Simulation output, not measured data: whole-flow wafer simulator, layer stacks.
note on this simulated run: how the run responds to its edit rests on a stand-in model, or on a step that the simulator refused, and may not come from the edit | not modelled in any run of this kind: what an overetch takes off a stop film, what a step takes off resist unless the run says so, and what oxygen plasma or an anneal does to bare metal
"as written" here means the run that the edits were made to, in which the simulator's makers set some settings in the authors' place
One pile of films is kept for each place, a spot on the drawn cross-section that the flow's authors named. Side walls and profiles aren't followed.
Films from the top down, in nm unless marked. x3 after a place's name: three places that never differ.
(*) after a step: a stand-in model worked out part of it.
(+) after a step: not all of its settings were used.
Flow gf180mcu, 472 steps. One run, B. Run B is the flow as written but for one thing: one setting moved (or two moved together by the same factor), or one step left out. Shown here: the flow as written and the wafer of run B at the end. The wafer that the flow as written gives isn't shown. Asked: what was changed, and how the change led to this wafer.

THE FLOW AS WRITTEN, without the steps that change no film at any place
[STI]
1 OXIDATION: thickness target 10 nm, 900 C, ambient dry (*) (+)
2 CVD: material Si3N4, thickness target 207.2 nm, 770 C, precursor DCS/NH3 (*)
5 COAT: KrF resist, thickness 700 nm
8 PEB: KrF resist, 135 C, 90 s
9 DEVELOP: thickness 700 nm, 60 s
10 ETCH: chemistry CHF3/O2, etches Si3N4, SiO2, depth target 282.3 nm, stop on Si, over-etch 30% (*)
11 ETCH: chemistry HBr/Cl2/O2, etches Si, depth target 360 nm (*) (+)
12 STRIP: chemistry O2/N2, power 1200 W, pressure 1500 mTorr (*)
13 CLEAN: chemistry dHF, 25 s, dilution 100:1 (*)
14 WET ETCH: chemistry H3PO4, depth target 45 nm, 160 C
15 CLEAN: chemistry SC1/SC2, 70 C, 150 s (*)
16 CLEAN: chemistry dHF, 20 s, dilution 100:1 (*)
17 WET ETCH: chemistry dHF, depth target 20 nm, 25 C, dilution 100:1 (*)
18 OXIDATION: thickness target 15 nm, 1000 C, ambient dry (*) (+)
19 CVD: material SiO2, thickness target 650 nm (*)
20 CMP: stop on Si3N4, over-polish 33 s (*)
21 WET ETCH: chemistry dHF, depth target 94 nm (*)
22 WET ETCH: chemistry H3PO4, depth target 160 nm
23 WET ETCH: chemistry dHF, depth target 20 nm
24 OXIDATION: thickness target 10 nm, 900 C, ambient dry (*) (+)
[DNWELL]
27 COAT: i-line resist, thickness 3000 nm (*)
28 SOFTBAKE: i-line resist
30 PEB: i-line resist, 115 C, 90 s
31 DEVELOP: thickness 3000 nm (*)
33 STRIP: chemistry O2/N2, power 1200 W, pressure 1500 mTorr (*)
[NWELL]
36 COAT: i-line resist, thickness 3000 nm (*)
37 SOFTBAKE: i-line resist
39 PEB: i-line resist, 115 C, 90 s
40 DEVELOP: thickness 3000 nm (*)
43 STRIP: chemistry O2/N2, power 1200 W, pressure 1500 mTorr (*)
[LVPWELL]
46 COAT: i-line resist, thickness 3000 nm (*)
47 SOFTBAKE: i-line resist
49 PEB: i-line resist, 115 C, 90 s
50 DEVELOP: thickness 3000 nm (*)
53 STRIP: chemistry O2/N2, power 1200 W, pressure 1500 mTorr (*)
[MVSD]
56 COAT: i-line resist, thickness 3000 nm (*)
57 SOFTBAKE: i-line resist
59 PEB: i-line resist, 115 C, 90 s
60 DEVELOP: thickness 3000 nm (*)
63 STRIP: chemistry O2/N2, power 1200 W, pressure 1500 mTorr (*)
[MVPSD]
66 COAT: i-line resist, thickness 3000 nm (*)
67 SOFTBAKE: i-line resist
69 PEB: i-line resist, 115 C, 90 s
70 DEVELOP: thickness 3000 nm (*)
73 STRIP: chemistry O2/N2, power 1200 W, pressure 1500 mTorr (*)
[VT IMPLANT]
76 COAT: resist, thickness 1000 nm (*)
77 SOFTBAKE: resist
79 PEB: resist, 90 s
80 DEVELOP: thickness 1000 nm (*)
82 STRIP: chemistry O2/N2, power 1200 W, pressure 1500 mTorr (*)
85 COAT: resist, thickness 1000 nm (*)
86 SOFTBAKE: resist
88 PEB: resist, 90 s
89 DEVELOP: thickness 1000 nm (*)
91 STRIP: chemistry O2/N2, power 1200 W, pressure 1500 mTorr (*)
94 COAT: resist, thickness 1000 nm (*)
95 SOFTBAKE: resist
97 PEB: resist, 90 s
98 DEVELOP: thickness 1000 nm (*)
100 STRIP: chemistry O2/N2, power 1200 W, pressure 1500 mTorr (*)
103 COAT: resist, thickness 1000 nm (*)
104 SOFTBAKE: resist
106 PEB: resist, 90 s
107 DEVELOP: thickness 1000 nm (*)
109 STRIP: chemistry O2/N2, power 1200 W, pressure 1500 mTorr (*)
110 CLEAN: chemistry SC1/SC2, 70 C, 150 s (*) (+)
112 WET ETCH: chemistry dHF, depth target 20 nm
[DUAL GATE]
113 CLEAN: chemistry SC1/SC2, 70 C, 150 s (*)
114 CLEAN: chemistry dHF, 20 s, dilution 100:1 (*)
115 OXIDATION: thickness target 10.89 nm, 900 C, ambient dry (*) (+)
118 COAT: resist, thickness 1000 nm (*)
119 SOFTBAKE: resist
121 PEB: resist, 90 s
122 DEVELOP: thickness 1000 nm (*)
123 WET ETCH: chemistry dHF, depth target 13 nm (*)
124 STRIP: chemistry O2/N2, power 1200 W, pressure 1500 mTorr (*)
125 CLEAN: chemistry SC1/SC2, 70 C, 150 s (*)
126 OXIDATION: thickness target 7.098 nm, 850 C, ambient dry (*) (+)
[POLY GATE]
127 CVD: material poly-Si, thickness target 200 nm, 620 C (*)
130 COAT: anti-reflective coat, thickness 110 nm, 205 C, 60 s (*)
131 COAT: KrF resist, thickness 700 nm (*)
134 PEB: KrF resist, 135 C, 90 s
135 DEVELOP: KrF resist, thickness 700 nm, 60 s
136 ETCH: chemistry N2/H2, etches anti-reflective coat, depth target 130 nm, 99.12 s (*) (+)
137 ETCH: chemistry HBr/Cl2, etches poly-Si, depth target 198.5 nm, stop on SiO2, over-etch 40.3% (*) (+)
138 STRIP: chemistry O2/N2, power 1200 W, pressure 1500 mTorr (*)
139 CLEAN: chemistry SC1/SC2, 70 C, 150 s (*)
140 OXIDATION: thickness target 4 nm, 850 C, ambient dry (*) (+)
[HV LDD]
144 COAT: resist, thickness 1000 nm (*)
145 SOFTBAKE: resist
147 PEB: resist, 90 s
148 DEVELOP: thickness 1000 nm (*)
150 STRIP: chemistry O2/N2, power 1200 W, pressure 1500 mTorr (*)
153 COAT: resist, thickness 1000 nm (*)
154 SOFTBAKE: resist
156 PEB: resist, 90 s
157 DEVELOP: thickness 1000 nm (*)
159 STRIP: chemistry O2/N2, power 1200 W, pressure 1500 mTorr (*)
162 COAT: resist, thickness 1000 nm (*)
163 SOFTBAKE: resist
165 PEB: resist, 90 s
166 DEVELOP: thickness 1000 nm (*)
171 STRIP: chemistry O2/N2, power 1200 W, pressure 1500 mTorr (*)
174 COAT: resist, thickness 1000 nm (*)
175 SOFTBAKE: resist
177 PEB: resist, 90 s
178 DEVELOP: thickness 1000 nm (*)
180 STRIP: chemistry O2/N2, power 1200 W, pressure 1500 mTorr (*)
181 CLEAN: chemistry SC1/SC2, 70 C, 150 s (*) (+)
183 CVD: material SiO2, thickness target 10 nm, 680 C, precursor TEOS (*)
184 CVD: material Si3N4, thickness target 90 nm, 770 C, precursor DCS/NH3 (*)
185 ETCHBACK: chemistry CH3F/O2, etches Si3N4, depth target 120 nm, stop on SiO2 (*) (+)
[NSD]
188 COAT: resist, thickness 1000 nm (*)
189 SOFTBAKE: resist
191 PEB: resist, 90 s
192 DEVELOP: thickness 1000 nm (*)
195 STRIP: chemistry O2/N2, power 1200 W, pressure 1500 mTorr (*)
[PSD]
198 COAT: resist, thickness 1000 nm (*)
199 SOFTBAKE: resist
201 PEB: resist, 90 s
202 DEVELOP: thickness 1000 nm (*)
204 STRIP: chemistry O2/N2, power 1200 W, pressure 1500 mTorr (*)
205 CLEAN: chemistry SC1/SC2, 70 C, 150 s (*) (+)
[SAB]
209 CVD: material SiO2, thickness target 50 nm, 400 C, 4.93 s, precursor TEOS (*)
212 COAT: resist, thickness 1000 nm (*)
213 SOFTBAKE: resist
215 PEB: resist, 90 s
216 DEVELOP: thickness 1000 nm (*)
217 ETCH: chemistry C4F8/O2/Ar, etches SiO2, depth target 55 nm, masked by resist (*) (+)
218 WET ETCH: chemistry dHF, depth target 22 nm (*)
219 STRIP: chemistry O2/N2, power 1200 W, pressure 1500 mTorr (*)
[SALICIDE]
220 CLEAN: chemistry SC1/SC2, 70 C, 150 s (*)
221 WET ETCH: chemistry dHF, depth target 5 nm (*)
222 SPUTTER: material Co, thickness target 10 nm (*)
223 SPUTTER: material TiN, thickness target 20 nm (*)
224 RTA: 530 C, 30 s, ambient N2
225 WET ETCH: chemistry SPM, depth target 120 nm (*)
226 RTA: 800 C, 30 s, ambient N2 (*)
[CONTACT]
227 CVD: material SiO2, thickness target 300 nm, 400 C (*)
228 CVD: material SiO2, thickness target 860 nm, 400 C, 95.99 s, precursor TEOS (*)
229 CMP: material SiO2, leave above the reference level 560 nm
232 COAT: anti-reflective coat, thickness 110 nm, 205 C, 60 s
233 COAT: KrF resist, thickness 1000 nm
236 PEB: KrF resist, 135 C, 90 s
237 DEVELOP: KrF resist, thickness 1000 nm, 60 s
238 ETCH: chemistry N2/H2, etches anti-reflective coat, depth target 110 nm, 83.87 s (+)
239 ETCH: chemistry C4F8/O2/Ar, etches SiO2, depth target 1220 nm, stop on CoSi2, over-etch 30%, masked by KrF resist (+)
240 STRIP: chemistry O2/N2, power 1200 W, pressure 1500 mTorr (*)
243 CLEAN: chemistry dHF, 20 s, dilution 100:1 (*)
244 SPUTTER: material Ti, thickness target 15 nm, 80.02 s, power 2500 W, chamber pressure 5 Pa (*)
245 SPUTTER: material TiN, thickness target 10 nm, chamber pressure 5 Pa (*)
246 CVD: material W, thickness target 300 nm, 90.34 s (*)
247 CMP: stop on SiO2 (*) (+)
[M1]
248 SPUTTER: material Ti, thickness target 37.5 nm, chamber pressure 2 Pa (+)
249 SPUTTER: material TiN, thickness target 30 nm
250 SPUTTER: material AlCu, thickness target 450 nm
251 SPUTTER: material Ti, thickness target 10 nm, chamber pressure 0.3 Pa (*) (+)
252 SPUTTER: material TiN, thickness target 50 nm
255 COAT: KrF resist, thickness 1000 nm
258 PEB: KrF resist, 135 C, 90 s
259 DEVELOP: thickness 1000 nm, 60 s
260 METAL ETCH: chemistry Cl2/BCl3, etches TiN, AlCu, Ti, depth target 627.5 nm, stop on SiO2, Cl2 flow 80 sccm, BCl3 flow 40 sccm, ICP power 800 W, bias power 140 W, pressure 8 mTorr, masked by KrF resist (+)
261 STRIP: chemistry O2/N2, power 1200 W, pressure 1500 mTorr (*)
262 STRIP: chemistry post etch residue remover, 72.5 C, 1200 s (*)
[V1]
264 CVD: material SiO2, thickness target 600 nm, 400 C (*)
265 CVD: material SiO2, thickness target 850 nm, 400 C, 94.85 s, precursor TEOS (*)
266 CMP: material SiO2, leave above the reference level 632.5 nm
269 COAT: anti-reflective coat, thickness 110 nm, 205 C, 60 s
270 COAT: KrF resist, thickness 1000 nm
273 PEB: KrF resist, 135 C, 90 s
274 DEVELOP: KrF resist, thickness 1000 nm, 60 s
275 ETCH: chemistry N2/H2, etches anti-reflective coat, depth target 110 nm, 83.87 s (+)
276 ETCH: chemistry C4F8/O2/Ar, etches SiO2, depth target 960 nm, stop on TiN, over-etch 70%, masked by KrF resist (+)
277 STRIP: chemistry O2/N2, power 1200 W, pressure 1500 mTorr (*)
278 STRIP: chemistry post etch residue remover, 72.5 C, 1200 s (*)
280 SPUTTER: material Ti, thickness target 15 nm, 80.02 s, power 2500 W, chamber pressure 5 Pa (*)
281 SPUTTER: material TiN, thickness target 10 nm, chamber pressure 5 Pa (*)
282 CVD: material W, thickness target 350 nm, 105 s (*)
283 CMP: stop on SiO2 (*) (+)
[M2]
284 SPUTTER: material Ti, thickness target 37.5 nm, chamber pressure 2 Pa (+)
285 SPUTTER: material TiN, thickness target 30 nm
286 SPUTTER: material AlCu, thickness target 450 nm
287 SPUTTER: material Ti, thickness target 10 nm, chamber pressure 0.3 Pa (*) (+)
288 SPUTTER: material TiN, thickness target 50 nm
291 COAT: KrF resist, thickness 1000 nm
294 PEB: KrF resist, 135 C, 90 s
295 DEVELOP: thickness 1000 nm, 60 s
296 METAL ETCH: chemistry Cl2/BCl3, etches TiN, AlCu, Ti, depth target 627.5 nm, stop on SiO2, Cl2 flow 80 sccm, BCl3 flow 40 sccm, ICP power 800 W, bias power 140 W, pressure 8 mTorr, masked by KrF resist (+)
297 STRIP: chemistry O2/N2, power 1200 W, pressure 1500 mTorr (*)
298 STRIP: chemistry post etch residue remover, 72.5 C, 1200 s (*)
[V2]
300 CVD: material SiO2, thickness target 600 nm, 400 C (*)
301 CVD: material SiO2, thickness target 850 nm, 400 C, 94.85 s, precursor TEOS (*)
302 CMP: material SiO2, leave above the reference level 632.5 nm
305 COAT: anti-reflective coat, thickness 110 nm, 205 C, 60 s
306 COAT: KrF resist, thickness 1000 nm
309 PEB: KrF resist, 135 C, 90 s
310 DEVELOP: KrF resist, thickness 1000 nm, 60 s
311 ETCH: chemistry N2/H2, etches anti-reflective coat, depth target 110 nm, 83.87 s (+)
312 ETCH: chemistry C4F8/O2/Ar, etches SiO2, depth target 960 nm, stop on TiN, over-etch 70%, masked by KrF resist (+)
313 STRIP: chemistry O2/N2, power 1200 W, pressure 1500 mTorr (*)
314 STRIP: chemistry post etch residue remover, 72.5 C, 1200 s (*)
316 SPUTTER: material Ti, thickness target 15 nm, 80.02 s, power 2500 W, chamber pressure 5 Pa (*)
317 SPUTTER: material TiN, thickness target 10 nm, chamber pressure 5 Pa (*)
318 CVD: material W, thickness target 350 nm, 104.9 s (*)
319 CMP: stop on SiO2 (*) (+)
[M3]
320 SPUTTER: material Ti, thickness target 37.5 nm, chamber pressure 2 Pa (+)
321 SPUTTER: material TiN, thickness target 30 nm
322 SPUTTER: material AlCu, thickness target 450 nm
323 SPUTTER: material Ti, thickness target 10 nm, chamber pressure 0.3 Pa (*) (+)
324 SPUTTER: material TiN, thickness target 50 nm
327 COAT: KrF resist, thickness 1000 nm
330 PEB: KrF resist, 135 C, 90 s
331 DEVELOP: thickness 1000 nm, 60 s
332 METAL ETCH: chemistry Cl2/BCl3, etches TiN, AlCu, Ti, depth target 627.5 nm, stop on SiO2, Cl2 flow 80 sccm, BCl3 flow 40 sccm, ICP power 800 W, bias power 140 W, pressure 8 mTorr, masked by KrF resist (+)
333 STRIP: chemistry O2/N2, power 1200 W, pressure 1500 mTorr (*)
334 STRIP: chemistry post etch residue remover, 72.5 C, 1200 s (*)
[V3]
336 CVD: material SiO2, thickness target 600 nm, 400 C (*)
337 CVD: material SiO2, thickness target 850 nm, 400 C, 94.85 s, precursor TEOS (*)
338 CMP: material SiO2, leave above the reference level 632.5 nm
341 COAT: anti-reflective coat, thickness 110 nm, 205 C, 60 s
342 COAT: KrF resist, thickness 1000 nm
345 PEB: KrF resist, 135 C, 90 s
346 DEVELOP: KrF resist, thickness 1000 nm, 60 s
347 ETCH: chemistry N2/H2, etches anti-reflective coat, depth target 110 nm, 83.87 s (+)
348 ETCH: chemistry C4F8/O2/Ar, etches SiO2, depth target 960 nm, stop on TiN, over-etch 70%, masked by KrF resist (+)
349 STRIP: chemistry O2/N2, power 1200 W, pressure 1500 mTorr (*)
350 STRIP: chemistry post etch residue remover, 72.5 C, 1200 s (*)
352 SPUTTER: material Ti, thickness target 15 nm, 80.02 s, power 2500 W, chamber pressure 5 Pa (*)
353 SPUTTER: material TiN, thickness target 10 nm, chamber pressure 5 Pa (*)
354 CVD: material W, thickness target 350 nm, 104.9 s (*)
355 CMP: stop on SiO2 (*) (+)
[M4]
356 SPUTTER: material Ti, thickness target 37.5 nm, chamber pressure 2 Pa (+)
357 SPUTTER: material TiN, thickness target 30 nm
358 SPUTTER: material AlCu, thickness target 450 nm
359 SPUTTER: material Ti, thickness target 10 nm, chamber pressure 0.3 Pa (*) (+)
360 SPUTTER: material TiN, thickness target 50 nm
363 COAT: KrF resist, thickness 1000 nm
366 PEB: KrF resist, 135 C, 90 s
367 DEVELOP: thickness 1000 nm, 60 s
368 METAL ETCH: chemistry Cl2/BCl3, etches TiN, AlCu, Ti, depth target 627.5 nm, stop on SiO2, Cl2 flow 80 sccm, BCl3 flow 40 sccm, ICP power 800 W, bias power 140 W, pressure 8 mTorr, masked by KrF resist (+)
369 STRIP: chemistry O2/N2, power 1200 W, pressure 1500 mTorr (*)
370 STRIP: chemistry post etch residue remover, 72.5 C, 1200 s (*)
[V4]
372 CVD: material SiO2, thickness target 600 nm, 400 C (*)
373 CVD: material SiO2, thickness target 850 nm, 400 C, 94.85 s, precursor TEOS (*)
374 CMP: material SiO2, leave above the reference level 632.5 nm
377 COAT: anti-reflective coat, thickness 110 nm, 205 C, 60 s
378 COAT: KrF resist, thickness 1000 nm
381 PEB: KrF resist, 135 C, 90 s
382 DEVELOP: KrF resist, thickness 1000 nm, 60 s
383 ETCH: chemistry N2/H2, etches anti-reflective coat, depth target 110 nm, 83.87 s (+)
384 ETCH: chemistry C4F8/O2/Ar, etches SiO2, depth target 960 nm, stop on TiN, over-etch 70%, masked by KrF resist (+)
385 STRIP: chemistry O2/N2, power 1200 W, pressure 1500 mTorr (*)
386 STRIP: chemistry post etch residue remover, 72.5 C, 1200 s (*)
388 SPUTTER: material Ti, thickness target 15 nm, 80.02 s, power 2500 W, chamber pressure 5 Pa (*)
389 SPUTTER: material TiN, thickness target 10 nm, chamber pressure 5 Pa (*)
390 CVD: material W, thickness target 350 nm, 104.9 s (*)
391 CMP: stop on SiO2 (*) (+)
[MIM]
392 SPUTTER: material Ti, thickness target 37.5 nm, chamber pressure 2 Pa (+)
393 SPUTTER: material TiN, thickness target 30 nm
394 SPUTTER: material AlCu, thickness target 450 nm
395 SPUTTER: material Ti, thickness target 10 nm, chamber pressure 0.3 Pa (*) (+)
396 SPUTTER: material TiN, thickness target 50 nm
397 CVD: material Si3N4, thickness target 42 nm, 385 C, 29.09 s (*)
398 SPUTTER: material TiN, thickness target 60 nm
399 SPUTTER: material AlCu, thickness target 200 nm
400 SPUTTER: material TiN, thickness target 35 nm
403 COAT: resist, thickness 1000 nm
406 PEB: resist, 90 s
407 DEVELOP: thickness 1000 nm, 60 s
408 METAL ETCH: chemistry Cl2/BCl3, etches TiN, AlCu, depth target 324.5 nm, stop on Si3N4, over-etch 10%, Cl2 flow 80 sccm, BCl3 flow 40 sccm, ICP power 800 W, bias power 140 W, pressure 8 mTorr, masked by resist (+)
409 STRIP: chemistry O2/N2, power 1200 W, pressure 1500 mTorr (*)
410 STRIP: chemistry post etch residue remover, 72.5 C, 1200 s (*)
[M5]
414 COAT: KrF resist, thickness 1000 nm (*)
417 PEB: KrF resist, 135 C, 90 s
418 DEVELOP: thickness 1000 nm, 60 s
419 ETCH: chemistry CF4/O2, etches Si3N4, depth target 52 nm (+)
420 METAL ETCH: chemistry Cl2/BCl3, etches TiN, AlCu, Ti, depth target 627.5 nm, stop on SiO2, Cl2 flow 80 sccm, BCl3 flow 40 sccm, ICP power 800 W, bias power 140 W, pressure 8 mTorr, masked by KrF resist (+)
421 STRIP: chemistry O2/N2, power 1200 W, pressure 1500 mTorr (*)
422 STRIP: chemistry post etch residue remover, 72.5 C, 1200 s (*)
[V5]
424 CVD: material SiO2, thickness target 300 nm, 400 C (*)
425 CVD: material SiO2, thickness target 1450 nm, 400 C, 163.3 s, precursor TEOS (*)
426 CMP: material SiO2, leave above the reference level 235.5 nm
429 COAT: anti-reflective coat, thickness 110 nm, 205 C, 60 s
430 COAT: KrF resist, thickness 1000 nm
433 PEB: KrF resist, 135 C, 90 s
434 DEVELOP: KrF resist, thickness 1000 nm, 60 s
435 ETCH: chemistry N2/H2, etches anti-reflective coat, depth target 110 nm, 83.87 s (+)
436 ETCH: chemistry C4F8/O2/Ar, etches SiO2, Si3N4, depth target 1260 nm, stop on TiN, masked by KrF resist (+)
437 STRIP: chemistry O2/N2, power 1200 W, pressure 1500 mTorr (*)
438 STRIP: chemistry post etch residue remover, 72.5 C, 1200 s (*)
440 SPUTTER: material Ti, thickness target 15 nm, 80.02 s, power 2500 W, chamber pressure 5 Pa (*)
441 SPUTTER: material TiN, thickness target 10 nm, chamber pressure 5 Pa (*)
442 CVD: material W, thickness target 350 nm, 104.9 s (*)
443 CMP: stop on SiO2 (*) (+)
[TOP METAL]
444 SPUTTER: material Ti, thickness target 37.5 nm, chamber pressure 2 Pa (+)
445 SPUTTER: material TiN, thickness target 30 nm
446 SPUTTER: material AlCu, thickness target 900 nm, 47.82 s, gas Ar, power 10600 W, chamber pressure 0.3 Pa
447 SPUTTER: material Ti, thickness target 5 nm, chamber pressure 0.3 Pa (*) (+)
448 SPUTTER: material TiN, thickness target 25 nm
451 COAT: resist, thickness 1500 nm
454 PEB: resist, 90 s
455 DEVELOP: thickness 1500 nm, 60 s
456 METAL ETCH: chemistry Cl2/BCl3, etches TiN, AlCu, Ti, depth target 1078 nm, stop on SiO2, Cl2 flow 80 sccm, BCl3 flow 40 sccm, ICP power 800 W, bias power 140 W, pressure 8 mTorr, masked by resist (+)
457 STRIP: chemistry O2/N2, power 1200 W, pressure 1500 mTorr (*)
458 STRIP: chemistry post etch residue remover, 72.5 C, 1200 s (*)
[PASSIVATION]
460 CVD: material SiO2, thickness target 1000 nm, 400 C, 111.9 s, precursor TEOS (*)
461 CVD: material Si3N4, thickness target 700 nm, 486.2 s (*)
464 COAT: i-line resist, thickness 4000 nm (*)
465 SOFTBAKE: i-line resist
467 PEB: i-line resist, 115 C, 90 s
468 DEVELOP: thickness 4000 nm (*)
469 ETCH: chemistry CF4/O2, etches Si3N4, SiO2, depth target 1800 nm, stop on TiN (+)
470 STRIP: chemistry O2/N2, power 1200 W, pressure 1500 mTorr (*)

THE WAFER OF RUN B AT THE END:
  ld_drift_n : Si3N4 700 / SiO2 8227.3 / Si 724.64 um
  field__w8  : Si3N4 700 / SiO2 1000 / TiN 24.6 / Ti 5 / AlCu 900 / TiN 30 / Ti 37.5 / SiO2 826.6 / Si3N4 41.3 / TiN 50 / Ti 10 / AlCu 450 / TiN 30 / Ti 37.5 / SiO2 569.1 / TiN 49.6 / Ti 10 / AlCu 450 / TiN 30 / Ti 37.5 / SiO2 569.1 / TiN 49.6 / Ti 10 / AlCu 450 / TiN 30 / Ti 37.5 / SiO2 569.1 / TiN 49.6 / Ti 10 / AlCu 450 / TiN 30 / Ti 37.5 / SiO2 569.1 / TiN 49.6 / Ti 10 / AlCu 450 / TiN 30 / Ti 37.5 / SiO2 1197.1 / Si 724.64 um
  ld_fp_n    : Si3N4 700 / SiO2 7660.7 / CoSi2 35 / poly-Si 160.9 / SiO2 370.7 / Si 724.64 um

The cause: step 23, WET ETCH: depth target 28 nm was run, where the flow has depth target 20 nm.

How the change led to this, step by step:
  23 WET ETCH: chemistry dHF, depth target 20 nm
      field, field_sub, sti and 34 more: SiO2 -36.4 (as written it would be: SiO2 -26)
  28 SOFTBAKE: i-line resist
      nw_enc_fld: i-line resist +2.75 (as written it would be: i-line resist -1.52)
      n_well, nw_enc_fld_lv: i-line resist +1.28 (as written it would be: i-line resist +1.82)
      (and at 41 more places)
  37 SOFTBAKE: i-line resist
      nw_enc_fld: i-line resist +2.75 (as written it would be: i-line resist -1.52)
      n_well, nw_enc_fld_lv: i-line resist +1.28 (as written it would be: i-line resist +1.82)
      (and at 41 more places)
  47 SOFTBAKE: i-line resist
      nw_enc_fld: i-line resist +2.75 (as written it would be: i-line resist -1.52)
      n_well, nw_enc_fld_lv: i-line resist +1.28 (as written it would be: i-line resist +1.82)
      (and at 41 more places)
  57 SOFTBAKE: i-line resist
      nw_enc_fld: i-line resist +2.75 (as written it would be: i-line resist -1.52)
      n_well, nw_enc_fld_lv: i-line resist +1.28 (as written it would be: i-line resist +1.82)
      (and at 41 more places)
  67 SOFTBAKE: i-line resist
      nw_enc_fld: i-line resist +2.75 (as written it would be: i-line resist -1.52)
      n_well, nw_enc_fld_lv: i-line resist +1.28 (as written it would be: i-line resist +1.82)
      (and at 41 more places)
  130 COAT: anti-reflective coat, thickness 110 nm, 205 C, 60 s (*)
      p_well, spacer, sd_n: anti-reflective coat +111 (new film) (as written it would be: anti-reflective coat +121 (new film))
      gate, gate_p: anti-reflective coat +112.4 (new film) (as written it would be: anti-reflective coat +117 (new film))
      (and at 67 more places)
  136 ETCH: chemistry N2/H2, etches anti-reflective coat, depth target 130 nm, 99.12 s (*) (+)
      p_well, spacer, sd_n: anti-reflective coat -111 (all of it), poly-Si -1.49 (as written it would be: anti-reflective coat -121 (all of it), poly-Si -1.23)
      field__w1: anti-reflective coat -105.7 (all of it), poly-Si -1.62 (as written it would be: anti-reflective coat -99.6 (all of it), poly-Si -1.78)
      (and at 48 more places)
  138 STRIP: chemistry O2/N2, power 1200 W, pressure 1500 mTorr (*)
      gate: chemical SiO2 +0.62 (new film), KrF resist -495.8 (all of it), anti-reflective coat -112.4 (all of it), poly-Si -0.27 (as written it would be: chemical SiO2 +0.62 (new film), KrF resist -496.5 (all of it), anti-reflective coat -117 (all of it), poly-Si -0.27)
      gate_hv: chemical SiO2 +0.62 (new film), KrF resist -493.6 (all of it), anti-reflective coat -107.2 (all of it), poly-Si -0.27 (as written it would be: chemical SiO2 +0.62 (new film), KrF resist -495.3 (all of it), anti-reflective coat -109.8 (all of it), poly-Si -0.27)
      (and at 18 more places)
  145 SOFTBAKE: resist
      field: resist +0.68 (as written it would be: nothing)
      nw_enc_fld_lv__w3: resist -0.36 (as written it would be: resist +0.39)
  154 SOFTBAKE: resist
      field: resist +0.68 (as written it would be: nothing)
      nw_enc_fld_lv__w3: resist -0.36 (as written it would be: resist +0.39)
  163 SOFTBAKE: resist
      field: resist +0.68 (as written it would be: nothing)
      nw_enc_fld_lv__w3: resist -0.36 (as written it would be: resist +0.39)
  175 SOFTBAKE: resist
      field: resist +0.68 (as written it would be: nothing)
      nw_enc_fld_lv__w3: resist -0.36 (as written it would be: resist +0.39)
  189 SOFTBAKE: resist
      nw_enc_fld_lv__w3: resist -0.56 (as written it would be: resist +0.35)
      active_hv: resist +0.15 (as written it would be: resist +0.78)
  199 SOFTBAKE: resist
      nw_enc_fld_lv__w3: resist -0.56 (as written it would be: resist +0.35)
      active_hv: resist +0.15 (as written it would be: resist +0.78)
  213 SOFTBAKE: resist
      nw_enc_fld_lv__w3: resist -0.63 (as written it would be: resist +0.28)
  ... 3 more steps ...
  229 CMP: material SiO2, leave above the reference level 560 nm
      ldn_sep__w1, ldn_sep__w2, ldn_dft and 8 more: SiO2 -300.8 (as written it would be: SiO2 -311.1)
      sti, mim_1p0, pad, dice_street, iso_nw_fld, iso_fld_sub: SiO2 -286.6 (as written it would be: SiO2 -297)
      (and at 40 more places)
